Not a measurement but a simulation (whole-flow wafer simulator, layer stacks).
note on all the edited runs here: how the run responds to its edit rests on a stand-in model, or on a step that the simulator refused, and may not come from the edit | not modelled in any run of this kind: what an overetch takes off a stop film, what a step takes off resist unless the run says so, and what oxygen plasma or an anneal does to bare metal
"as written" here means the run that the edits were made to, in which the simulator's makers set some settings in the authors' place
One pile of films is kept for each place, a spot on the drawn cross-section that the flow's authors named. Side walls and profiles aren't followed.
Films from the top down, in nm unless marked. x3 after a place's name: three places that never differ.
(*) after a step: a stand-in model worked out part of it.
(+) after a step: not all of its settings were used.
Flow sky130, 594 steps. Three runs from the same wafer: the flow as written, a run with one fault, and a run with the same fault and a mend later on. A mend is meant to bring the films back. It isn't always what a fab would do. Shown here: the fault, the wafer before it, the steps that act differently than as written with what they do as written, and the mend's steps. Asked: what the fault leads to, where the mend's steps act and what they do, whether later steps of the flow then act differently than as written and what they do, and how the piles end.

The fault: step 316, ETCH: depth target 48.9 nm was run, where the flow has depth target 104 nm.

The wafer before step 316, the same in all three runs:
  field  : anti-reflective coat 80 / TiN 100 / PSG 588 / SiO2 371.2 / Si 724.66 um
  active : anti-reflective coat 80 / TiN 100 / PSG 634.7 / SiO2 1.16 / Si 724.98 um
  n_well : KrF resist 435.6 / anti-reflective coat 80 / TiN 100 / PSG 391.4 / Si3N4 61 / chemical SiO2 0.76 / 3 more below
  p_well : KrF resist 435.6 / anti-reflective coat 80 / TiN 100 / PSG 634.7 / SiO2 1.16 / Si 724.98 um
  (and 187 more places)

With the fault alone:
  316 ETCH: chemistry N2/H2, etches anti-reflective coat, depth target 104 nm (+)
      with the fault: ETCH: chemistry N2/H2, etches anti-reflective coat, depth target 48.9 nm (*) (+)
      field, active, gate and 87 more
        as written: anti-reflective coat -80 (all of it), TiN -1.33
        with the fault: anti-reflective coat -48.9
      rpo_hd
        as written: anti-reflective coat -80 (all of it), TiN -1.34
        with the fault: anti-reflective coat -48.9
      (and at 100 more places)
  Later steps of the flow that act differently than as written (11 more steps differ only slightly, by at most 2% or 0.5 nm, whichever is larger, and aren't shown):
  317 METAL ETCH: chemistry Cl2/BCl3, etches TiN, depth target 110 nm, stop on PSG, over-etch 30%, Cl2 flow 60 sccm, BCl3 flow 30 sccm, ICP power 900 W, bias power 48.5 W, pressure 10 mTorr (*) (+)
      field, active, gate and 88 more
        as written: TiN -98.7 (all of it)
        with the fault: anti-reflective coat -31.1 (all of it), TiN -78.9
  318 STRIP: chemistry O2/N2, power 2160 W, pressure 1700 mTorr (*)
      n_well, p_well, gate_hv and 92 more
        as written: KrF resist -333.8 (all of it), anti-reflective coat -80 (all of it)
        with the fault: KrF resist -364.4 (all of it), anti-reflective coat -80 (all of it)
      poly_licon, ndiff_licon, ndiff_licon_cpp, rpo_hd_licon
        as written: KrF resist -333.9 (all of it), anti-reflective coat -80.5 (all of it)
        with the fault: KrF resist -364.5 (all of it), anti-reflective coat -80.5 (all of it)
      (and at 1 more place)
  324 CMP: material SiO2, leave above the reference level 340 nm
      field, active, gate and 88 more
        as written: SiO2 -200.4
        with the fault: SiO2 -221.1
  At the end the piles differ from the flow's by more than 2% or 0.5 nm, whichever is larger, at field, active, gate and 90 more.
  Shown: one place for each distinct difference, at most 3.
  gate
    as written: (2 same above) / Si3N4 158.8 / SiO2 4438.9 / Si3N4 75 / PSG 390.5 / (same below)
    with the fault: (2 same above) / Si3N4 158.8 / SiO2 4418.2 / Si3N4 75 / TiN 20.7 / PSG 390.5 / (same below)
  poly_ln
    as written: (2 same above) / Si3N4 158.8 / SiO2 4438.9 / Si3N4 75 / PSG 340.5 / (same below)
    with the fault: (2 same above) / Si3N4 158.8 / SiO2 4418.2 / Si3N4 75 / TiN 20.7 / PSG 340.5 / (same below)
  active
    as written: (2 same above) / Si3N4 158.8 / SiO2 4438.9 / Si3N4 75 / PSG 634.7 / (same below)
    with the fault: (2 same above) / Si3N4 158.8 / SiO2 4418.2 / Si3N4 75 / TiN 20.7 / PSG 634.7 / (same below)

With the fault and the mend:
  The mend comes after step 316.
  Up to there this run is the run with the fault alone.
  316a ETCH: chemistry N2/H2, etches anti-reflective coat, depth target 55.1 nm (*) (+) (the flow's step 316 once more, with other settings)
      n_well, p_well, gate_hv and 97 more
        KrF resist -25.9
      field, active, gate and 84 more
        anti-reflective coat -31.1 (all of it), TiN -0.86
      rpo_hd, rpm_encl, rpm_encl_psd, iso_guard_nsd_tip
        anti-reflective coat -31.1 (all of it), TiN -0.87
  No later step of the flow acts differently than as written, at any place that is followed, by more than 2% or 0.5 nm, whichever is larger.
  At the end the piles are the same as the flow's at every place that both follow.
